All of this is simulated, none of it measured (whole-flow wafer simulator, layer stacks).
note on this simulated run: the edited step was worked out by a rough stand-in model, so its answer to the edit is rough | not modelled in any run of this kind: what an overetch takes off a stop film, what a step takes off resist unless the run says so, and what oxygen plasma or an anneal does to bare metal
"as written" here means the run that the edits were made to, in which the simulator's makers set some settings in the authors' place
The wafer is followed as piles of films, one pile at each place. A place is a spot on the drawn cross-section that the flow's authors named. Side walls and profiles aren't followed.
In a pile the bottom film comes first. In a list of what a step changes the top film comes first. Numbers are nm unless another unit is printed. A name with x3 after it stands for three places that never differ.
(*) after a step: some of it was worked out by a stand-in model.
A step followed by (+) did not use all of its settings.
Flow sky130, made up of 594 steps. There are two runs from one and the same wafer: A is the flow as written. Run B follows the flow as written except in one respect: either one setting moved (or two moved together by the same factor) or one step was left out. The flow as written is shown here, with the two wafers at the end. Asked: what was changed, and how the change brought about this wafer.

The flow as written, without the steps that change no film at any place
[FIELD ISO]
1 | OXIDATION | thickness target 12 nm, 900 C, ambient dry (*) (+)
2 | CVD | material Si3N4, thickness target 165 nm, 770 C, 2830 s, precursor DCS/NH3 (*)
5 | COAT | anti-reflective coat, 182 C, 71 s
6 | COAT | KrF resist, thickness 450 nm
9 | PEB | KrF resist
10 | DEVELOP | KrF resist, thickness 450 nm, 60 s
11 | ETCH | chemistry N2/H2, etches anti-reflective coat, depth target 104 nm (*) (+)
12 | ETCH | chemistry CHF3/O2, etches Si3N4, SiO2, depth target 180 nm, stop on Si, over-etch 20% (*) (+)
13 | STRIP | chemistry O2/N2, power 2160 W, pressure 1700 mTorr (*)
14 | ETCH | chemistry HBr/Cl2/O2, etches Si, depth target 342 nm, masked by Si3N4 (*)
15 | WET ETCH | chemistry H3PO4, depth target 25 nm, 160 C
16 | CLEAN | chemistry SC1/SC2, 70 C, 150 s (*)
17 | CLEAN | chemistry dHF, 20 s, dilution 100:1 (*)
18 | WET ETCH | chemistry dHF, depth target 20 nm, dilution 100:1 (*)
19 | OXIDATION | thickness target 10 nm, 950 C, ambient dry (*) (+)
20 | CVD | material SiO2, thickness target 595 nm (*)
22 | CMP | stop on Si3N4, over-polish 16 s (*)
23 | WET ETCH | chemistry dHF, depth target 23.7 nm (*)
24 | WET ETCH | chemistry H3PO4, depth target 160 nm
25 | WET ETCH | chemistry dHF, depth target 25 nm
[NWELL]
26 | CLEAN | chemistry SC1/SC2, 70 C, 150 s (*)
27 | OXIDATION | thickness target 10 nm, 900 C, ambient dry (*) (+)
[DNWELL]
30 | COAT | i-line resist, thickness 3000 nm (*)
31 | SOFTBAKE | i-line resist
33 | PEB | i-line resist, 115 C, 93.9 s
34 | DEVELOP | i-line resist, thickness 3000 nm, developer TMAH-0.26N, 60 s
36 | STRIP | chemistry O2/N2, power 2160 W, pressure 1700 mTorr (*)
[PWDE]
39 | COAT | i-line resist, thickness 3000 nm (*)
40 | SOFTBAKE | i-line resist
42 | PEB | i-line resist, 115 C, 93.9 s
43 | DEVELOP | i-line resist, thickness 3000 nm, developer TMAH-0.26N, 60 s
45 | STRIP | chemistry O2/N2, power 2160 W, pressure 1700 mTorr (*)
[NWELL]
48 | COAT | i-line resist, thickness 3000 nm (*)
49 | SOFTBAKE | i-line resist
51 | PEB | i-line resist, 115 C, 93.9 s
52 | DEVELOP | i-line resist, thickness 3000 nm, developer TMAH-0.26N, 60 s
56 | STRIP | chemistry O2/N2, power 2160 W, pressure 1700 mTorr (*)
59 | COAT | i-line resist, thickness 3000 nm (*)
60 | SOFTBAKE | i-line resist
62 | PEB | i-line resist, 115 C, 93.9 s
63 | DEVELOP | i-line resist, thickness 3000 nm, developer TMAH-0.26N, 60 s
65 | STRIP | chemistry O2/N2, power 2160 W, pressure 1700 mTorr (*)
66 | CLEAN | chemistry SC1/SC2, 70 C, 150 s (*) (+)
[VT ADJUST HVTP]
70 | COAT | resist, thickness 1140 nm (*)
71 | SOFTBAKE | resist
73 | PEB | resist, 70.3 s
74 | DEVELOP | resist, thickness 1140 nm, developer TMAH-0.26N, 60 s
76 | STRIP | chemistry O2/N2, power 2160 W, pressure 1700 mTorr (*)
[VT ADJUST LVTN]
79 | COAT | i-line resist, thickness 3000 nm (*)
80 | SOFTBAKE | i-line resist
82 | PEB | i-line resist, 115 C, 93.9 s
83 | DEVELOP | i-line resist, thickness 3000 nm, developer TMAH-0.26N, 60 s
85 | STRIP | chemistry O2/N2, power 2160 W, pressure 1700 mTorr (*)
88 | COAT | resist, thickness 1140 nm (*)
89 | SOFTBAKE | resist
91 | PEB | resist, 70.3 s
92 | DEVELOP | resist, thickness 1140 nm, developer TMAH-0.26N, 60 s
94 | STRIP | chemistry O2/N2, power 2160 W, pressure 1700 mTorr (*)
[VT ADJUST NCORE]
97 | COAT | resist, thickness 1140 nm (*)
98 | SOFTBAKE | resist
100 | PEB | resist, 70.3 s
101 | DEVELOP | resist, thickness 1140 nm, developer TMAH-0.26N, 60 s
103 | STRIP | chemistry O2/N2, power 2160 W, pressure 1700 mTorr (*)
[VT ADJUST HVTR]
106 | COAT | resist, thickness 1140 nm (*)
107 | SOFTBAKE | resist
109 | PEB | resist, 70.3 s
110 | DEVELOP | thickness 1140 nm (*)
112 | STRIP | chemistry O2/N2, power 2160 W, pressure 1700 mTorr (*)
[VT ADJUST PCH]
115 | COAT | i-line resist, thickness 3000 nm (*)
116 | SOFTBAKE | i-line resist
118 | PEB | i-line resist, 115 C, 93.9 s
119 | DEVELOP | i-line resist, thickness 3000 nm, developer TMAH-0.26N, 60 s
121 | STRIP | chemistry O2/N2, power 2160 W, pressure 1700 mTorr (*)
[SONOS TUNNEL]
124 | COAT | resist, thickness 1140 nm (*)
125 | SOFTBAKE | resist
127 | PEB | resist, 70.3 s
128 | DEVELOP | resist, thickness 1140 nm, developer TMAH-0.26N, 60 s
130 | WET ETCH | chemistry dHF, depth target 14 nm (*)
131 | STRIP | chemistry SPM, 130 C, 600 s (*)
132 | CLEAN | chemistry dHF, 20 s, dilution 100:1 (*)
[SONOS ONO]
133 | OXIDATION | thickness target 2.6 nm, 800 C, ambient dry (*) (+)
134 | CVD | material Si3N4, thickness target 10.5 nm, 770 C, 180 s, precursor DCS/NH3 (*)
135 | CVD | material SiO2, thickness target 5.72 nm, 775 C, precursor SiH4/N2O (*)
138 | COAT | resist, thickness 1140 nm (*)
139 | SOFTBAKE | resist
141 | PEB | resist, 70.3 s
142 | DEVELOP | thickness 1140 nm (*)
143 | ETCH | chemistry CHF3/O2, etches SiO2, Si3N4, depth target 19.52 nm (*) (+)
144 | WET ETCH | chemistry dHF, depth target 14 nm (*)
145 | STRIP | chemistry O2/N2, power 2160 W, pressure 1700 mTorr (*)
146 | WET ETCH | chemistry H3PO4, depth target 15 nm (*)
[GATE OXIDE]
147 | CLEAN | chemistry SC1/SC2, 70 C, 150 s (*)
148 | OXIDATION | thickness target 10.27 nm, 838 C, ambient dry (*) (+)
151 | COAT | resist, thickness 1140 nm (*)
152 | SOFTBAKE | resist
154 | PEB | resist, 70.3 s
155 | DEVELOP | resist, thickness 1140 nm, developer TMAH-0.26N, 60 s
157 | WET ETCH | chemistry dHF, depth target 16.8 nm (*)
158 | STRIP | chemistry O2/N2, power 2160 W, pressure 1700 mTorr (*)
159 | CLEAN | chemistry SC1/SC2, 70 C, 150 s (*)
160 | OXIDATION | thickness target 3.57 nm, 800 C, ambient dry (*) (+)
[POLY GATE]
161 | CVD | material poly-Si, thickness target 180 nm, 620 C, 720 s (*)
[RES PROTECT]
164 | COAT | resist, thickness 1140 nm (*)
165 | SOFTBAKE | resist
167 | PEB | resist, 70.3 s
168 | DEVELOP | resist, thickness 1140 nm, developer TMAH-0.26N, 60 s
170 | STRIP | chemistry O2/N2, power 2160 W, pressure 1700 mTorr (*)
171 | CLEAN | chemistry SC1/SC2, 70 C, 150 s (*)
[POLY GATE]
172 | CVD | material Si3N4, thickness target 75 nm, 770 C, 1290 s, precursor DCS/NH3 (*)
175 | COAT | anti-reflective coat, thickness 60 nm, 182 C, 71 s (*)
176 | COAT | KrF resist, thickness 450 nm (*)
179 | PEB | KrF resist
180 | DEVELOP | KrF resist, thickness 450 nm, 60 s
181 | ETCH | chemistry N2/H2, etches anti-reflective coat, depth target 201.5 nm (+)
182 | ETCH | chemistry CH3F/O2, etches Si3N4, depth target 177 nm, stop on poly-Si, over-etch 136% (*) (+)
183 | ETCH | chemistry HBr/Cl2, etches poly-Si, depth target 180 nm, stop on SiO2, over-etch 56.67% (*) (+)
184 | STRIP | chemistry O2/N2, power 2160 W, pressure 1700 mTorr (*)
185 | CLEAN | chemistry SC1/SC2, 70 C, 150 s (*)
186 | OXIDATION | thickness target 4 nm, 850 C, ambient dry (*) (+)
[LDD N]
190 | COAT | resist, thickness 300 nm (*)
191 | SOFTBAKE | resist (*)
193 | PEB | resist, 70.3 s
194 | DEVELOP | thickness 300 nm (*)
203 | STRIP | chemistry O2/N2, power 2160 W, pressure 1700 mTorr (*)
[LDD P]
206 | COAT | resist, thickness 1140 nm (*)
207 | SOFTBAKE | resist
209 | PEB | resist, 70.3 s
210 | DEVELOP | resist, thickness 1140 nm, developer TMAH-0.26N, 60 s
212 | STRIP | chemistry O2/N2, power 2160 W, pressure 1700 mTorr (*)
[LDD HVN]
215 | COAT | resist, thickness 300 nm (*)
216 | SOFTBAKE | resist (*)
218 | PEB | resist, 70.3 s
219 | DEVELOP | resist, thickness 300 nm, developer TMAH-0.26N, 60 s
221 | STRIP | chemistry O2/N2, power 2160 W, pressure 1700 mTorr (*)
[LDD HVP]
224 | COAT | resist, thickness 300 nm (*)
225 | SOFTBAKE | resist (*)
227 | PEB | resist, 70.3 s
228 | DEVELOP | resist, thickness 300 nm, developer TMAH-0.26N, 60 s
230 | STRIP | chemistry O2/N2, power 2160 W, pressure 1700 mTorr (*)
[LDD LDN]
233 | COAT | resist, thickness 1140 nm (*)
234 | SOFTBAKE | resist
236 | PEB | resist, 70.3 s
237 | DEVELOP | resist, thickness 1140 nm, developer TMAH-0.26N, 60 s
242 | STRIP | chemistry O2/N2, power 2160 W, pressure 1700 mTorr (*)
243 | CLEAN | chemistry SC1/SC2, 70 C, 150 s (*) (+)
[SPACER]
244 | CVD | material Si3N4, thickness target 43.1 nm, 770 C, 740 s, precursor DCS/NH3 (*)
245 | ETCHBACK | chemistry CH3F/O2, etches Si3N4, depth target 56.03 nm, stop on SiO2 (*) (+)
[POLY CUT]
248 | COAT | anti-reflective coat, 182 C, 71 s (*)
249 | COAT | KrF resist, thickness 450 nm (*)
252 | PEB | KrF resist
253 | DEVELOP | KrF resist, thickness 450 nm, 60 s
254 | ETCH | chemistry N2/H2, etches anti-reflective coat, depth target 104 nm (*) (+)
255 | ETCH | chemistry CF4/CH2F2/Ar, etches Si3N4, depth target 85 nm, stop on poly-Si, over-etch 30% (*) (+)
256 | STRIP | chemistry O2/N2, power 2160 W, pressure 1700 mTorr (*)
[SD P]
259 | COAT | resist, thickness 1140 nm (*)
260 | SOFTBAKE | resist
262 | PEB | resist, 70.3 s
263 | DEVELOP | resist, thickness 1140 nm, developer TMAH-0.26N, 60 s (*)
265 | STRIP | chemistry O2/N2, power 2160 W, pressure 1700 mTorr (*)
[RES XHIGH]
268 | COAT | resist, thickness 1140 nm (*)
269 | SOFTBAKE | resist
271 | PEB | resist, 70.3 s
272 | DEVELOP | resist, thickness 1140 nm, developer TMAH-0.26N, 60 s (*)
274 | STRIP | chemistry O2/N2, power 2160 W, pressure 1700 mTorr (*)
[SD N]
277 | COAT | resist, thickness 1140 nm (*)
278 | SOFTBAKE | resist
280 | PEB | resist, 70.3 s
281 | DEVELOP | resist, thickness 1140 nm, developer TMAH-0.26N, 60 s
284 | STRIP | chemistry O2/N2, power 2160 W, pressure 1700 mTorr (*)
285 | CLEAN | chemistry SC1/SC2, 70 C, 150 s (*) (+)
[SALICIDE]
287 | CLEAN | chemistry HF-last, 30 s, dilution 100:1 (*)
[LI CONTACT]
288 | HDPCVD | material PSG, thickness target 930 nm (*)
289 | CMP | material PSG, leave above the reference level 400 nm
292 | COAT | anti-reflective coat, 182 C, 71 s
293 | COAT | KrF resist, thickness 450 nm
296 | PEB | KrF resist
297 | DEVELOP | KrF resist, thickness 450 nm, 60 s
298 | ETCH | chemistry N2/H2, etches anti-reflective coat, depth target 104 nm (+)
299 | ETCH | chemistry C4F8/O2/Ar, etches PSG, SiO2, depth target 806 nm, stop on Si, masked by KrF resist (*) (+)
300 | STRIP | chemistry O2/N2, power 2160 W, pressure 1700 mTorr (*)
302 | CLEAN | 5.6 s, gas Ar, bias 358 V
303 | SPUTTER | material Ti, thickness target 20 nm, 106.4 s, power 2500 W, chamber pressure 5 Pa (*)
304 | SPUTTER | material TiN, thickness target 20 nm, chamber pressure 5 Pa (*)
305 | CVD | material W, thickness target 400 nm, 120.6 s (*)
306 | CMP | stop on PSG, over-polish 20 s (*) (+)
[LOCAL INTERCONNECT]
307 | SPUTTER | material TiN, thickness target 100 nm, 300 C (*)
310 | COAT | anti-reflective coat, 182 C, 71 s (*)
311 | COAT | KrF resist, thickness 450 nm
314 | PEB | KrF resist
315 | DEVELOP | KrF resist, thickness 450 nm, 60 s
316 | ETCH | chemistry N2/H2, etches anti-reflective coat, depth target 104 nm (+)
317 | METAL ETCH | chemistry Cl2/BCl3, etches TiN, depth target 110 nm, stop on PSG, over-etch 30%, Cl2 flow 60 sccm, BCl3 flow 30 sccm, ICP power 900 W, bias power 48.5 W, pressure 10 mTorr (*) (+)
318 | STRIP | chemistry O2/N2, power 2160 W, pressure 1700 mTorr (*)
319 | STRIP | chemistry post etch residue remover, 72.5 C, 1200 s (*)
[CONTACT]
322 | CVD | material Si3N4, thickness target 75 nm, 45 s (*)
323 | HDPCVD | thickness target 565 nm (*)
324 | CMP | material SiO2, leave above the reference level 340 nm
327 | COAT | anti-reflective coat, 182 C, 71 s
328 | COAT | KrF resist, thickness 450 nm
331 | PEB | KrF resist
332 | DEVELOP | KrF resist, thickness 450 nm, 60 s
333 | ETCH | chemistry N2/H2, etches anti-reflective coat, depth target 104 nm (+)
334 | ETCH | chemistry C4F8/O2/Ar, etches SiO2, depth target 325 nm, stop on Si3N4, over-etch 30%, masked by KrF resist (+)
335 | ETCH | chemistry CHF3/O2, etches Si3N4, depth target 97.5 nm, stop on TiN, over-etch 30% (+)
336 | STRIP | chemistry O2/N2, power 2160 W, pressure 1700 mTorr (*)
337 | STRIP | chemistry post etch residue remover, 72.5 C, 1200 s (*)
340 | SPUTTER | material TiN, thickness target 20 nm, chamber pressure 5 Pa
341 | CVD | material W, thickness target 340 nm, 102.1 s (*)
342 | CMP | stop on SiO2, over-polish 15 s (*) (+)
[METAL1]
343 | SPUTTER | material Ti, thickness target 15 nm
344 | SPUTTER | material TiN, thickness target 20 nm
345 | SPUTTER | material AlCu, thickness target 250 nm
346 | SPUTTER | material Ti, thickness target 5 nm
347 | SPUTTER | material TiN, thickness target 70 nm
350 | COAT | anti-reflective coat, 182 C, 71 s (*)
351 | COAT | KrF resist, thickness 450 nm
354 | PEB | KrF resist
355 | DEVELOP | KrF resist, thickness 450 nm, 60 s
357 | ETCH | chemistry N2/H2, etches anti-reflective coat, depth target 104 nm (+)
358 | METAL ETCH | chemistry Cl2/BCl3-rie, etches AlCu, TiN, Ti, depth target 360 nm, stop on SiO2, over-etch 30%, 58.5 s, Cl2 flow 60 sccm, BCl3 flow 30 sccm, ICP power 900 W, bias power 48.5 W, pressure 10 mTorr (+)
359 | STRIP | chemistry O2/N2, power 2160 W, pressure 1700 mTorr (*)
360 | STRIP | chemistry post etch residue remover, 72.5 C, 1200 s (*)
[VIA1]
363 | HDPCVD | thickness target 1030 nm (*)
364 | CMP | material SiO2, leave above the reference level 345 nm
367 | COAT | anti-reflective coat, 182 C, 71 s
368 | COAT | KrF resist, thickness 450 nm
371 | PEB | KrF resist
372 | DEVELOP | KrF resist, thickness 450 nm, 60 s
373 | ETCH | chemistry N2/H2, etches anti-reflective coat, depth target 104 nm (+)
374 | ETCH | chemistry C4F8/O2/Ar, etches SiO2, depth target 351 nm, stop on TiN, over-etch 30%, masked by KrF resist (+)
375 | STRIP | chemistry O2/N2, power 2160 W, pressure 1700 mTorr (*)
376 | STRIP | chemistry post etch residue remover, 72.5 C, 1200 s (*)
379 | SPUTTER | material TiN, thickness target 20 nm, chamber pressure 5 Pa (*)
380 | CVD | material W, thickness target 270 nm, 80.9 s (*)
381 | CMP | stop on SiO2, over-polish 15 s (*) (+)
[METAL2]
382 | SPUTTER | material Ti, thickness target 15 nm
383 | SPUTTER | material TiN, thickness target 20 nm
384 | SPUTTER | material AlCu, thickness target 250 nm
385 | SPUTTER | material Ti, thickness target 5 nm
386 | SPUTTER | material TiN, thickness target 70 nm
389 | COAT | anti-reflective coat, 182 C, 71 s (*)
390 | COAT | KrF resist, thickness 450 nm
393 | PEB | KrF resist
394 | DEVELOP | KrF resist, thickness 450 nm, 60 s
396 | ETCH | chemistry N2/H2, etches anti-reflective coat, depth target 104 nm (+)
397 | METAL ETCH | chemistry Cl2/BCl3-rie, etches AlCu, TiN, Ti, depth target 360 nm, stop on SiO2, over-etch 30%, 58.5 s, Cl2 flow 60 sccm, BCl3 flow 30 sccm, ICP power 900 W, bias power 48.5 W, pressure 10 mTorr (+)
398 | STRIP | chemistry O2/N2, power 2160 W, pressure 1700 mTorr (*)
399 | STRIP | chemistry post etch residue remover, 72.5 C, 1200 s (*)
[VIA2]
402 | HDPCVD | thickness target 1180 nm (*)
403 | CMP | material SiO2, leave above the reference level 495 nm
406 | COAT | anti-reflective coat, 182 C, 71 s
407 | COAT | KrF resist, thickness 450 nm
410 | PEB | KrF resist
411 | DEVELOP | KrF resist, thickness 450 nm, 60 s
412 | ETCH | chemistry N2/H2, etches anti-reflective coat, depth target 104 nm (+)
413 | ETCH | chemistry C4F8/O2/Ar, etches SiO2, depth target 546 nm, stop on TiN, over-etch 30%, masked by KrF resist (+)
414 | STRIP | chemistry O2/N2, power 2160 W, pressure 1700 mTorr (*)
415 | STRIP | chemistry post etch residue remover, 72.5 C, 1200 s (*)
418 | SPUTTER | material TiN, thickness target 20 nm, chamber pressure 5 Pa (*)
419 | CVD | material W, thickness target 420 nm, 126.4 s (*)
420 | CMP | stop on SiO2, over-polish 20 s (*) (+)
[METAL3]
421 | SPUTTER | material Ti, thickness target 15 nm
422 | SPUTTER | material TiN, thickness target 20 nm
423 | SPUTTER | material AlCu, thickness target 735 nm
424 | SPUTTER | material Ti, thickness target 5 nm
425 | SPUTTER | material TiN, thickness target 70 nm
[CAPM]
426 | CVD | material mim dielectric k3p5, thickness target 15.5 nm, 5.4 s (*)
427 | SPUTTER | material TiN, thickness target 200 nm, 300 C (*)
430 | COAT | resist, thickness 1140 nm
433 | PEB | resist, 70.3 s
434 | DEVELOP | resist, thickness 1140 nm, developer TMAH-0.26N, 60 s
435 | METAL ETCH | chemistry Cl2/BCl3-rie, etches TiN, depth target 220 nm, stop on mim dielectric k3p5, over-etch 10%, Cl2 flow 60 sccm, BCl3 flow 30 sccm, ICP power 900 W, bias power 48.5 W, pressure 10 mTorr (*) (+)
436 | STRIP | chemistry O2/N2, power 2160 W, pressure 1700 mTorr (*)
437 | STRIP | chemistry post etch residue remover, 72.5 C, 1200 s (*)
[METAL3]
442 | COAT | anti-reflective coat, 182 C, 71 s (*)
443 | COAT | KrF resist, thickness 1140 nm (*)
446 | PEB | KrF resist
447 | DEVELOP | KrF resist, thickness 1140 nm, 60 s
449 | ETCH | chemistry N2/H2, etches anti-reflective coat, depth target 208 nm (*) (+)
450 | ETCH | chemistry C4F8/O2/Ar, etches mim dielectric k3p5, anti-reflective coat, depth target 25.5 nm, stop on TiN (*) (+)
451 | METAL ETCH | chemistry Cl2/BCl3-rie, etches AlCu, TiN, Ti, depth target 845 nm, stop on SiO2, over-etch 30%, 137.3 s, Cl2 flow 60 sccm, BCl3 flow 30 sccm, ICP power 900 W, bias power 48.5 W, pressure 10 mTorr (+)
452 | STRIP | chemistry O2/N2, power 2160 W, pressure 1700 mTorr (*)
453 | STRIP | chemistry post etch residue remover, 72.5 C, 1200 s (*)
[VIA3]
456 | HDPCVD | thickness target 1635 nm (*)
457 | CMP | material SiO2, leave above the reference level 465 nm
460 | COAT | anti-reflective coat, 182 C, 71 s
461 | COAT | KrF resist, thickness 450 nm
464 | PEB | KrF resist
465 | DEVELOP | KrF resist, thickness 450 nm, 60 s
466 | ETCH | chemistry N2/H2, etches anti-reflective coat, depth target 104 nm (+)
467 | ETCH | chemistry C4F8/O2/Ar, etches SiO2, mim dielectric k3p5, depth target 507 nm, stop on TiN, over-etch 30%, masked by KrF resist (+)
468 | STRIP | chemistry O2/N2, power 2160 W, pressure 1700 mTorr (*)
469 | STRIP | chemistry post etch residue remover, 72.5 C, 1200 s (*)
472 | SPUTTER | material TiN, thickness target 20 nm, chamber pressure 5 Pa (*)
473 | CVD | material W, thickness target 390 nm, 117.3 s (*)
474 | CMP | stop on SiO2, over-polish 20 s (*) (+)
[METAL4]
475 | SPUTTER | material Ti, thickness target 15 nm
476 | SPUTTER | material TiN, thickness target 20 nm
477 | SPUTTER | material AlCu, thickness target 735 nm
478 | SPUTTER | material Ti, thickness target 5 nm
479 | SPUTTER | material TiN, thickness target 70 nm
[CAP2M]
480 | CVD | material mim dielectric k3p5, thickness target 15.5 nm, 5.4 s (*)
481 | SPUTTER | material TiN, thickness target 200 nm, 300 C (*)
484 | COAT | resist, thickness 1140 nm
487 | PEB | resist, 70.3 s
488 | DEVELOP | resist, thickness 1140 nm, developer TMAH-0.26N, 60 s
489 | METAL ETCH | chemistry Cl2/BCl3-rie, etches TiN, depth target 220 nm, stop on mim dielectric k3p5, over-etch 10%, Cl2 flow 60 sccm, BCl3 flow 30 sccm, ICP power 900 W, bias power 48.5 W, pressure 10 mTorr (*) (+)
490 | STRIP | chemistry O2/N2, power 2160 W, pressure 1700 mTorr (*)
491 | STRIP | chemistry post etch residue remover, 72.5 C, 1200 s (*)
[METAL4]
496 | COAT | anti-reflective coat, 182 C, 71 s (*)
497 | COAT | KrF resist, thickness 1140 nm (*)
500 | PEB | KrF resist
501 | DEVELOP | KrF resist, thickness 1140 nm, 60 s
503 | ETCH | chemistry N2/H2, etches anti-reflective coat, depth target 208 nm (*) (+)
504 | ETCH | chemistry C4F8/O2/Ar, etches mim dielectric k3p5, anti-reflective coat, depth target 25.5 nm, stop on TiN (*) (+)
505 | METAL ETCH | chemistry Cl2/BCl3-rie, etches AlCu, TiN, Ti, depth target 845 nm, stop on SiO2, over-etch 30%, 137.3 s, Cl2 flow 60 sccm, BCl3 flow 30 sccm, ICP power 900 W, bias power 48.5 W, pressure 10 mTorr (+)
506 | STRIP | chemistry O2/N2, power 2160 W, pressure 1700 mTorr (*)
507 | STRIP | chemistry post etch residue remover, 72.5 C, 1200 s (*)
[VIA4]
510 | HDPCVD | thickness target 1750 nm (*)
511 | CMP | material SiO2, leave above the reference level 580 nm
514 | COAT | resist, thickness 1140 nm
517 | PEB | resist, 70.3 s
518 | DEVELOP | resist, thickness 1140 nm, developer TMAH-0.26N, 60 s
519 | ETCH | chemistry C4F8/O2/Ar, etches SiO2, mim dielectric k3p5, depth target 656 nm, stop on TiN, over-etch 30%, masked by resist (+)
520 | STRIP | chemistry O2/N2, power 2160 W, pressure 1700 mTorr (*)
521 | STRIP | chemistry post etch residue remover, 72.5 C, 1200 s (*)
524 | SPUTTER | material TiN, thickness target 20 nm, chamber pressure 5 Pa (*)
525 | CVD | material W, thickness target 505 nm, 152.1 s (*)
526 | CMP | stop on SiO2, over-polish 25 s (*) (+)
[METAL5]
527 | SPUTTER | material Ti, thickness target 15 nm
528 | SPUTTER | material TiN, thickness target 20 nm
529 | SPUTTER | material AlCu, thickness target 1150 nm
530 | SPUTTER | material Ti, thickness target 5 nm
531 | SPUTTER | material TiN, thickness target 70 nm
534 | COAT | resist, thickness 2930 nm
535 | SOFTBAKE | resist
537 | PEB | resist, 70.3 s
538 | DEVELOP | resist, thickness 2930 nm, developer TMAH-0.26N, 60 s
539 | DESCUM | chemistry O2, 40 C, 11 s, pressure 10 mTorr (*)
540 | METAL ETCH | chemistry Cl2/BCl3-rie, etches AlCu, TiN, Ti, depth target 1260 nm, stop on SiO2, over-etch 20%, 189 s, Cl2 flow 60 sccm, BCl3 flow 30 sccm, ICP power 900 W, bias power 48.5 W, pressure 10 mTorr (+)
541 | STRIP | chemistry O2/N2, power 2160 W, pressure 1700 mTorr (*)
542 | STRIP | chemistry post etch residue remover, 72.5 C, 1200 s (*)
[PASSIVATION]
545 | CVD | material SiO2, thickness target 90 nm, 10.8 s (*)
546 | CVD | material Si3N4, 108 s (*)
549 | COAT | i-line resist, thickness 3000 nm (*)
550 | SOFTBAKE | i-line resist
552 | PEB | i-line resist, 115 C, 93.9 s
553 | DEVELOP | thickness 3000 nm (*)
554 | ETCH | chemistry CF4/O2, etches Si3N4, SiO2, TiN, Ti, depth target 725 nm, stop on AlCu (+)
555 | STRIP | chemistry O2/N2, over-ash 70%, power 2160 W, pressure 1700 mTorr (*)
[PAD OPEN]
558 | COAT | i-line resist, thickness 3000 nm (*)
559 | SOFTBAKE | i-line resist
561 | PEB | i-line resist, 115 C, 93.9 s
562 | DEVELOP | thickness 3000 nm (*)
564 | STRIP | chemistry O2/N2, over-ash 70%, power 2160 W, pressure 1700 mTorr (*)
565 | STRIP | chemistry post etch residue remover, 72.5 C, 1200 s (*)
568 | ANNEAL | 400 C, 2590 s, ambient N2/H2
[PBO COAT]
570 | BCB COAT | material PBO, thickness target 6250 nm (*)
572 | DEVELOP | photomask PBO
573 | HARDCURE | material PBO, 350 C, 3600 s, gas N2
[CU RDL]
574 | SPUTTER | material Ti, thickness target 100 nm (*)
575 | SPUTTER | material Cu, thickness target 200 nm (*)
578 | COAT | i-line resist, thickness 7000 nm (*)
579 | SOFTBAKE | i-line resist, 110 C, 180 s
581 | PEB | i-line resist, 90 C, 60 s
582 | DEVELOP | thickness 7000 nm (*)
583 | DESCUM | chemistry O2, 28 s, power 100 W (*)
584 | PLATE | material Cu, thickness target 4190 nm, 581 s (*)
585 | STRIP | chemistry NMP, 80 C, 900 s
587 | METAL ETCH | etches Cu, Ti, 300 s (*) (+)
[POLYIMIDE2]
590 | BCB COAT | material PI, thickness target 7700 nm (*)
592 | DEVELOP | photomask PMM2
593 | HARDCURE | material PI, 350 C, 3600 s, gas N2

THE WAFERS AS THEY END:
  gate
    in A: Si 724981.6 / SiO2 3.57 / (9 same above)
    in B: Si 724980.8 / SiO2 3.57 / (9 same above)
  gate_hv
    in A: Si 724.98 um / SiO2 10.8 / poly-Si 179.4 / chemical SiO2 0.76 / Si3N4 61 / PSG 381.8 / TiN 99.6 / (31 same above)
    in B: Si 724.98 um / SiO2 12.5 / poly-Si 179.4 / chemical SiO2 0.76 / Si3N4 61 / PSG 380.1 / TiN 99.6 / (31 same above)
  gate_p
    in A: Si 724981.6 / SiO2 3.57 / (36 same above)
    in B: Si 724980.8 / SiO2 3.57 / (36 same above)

What caused this: step 148, OXIDATION: thickness target 12.07 nm was run, while the flow as written has thickness target 10.27 nm.

The path from the change to this, step by step:
  148 | OXIDATION | thickness target 10.27 nm, 838 C, ambient dry (*) (+)
      active, n_well, p_well and 98 more: A +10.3 SiO2 (new film), -0.76 chemical SiO2 (all of it), -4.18 Si | B +12.1 SiO2 (new film), -0.76 chemical SiO2 (all of it), -4.98 Si
  157 | WET ETCH | chemistry dHF, depth target 16.8 nm (*)
      active, n_well, p_well and 58 more: A -10.3 SiO2 (all of it) | B -12.1 SiO2 (all of it)
  248 | COAT | anti-reflective coat, 182 C, 71 s (*)
      m1: A +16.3 anti-reflective coat (new film) | B +15.6 anti-reflective coat (new film)
      gate_p_hv: A +15.8 anti-reflective coat (new film) | B +15 anti-reflective coat (new film)
  256 | STRIP | chemistry O2/N2, power 2160 W, pressure 1700 mTorr (*)
      m1: A -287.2 KrF resist (all of it), -16.3 anti-reflective coat (all of it) | B -286.7 KrF resist (all of it), -15.6 anti-reflective coat (all of it)
      gate_p_hv: A -328.9 KrF resist (all of it), -15.8 anti-reflective coat (all of it) | B -328.8 KrF resist (all of it), -15 anti-reflective coat (all of it)
  306 | CMP | stop on PSG, over-polish 20 s (*) (+)
      poly_licon: A -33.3 W | B -34.3 W
